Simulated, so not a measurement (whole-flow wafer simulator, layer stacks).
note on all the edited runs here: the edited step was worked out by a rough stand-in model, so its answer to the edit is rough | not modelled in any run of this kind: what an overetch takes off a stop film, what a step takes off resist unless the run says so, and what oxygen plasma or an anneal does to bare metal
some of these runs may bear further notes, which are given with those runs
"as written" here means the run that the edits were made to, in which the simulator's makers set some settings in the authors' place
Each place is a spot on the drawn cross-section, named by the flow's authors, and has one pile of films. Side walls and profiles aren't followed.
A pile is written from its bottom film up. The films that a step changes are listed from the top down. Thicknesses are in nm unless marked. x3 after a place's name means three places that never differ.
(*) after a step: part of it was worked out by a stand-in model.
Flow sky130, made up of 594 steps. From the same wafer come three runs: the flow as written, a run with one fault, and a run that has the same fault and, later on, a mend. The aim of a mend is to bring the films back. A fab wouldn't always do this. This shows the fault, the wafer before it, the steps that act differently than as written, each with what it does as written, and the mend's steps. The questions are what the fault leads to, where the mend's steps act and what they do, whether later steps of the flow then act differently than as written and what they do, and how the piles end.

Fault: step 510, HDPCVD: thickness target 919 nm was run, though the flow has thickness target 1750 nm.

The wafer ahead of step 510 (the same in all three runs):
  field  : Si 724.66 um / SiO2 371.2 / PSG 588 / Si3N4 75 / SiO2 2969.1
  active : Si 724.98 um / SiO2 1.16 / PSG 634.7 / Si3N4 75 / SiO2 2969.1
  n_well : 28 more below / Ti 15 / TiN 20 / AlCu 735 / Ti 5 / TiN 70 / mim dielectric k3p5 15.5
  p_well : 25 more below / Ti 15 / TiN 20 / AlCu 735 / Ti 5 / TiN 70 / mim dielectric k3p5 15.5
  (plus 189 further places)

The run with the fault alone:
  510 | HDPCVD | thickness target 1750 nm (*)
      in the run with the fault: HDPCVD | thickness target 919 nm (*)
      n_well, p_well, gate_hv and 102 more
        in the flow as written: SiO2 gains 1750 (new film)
        in the run with the fault: SiO2 gains 919 (new film)
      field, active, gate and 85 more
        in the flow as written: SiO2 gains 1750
        in the run with the fault: SiO2 gains 919
  Steps further on in the flow that do not act as written (22 other steps are not shown; they differ only slightly, by no more than 2% or 0.5 nm, whichever is larger):
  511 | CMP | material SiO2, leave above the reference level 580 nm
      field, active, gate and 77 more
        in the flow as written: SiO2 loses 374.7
        in the run with the fault: nothing
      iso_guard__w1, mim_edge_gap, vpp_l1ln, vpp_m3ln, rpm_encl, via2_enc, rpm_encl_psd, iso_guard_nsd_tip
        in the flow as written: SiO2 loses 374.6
        in the run with the fault: nothing
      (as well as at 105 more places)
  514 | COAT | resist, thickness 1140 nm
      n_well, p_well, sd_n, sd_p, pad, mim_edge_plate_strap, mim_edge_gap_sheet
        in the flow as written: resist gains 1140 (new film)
        in the run with the fault: resist gains 686.4 (new film)
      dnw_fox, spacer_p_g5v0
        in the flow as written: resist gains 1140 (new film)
        in the run with the fault: resist gains 874.8 (new film)
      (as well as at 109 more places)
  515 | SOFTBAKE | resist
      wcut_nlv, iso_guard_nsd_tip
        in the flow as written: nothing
        in the run with the fault: resist gains 15.5
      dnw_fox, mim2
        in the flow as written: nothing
        in the run with the fault: resist loses 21
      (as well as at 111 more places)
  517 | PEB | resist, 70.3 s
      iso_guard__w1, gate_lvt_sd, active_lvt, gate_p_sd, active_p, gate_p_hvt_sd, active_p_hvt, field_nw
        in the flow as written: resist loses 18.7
        in the run with the fault: resist loses 20.1
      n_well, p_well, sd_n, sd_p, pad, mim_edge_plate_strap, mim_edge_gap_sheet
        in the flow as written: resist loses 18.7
        in the run with the fault: resist loses 9.94
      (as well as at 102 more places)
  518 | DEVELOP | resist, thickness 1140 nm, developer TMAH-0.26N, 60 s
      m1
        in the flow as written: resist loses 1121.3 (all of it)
        in the run with the fault: resist loses 823.8 (all of it)
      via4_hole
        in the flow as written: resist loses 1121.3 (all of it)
        in the run with the fault: resist loses 787.2 (all of it)
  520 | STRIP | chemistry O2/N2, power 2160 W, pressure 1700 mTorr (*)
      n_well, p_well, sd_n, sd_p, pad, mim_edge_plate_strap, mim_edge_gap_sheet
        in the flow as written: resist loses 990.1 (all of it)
        in the run with the fault: resist loses 545.3 (all of it)
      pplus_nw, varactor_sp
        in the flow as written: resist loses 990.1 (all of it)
        in the run with the fault: resist loses 750.4 (all of it)
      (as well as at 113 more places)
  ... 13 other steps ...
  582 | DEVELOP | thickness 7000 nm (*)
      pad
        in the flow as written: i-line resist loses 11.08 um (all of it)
        in the run with the fault: i-line resist loses 11.1 um (all of it)
  At field, active, gate and 87 more, the piles at the end differ from the flow's by more than 2% or 0.5 nm, whichever is larger.
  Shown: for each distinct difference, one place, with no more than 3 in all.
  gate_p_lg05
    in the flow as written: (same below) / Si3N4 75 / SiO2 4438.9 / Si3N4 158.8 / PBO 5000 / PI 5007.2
    in the run with the fault: (same below) / Si3N4 75 / SiO2 3888.1 / TiN 20 / W 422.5 / SiO2 125.2 / Si3N4 158.8 / PBO 5000 / PI 5005.1
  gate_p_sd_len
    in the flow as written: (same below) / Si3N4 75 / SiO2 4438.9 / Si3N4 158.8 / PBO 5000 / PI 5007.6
    in the run with the fault: (same below) / Si3N4 75 / SiO2 3888.1 / TiN 20 / W 422.5 / SiO2 125.2 / Si3N4 158.8 / PBO 5000 / PI 5005.1
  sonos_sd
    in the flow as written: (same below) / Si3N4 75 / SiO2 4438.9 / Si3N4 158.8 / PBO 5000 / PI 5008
    in the run with the fault: (same below) / Si3N4 75 / SiO2 3888.1 / TiN 20 / W 422.5 / SiO2 125.2 / Si3N4 158.8 / PBO 5000 / PI 5001.8

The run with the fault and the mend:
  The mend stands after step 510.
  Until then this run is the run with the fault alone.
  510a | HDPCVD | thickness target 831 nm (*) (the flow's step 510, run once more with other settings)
      field, active, n_well and 190 more
        SiO2 gains 831
  Later steps of the flow that are run all act as written at every place that is followed.
  By the end, the piles equal the flow's at every place that both follow.
